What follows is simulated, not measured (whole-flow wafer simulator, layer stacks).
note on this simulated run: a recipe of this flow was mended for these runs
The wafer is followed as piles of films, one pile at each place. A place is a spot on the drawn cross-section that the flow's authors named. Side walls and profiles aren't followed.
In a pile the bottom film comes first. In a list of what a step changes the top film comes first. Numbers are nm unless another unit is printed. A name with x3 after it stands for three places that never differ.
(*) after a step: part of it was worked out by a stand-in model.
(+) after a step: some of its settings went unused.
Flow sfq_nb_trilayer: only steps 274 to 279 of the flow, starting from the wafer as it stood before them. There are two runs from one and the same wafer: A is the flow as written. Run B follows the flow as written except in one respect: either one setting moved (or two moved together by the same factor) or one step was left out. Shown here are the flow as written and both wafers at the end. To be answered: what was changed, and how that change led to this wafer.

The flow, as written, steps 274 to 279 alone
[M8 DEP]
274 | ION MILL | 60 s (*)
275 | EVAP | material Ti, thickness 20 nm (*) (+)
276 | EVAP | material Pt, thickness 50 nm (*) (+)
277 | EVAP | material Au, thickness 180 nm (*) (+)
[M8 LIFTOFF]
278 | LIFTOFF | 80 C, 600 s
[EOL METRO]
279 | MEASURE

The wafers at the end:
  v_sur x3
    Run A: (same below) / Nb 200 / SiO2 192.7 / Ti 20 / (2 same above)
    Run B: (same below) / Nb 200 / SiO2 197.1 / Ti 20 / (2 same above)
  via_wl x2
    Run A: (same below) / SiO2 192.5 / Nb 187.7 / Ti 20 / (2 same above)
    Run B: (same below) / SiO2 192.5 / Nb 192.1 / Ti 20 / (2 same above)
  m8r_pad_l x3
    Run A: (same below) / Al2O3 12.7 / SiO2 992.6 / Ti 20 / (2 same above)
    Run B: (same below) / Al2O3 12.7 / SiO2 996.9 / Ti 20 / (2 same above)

Cause: step 274, ION MILL: 24 s was run, while the flow as written has 60 s.

The path from the change to this, step by step:
  274 | ION MILL | 60 s (*)
      field_l, v_sur x3, via_v, m8r_pad_l x3: A -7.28 SiO2 | B -2.91 SiO2
      via_wl x2, via_w: A -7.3 Nb | B -2.92 Nb
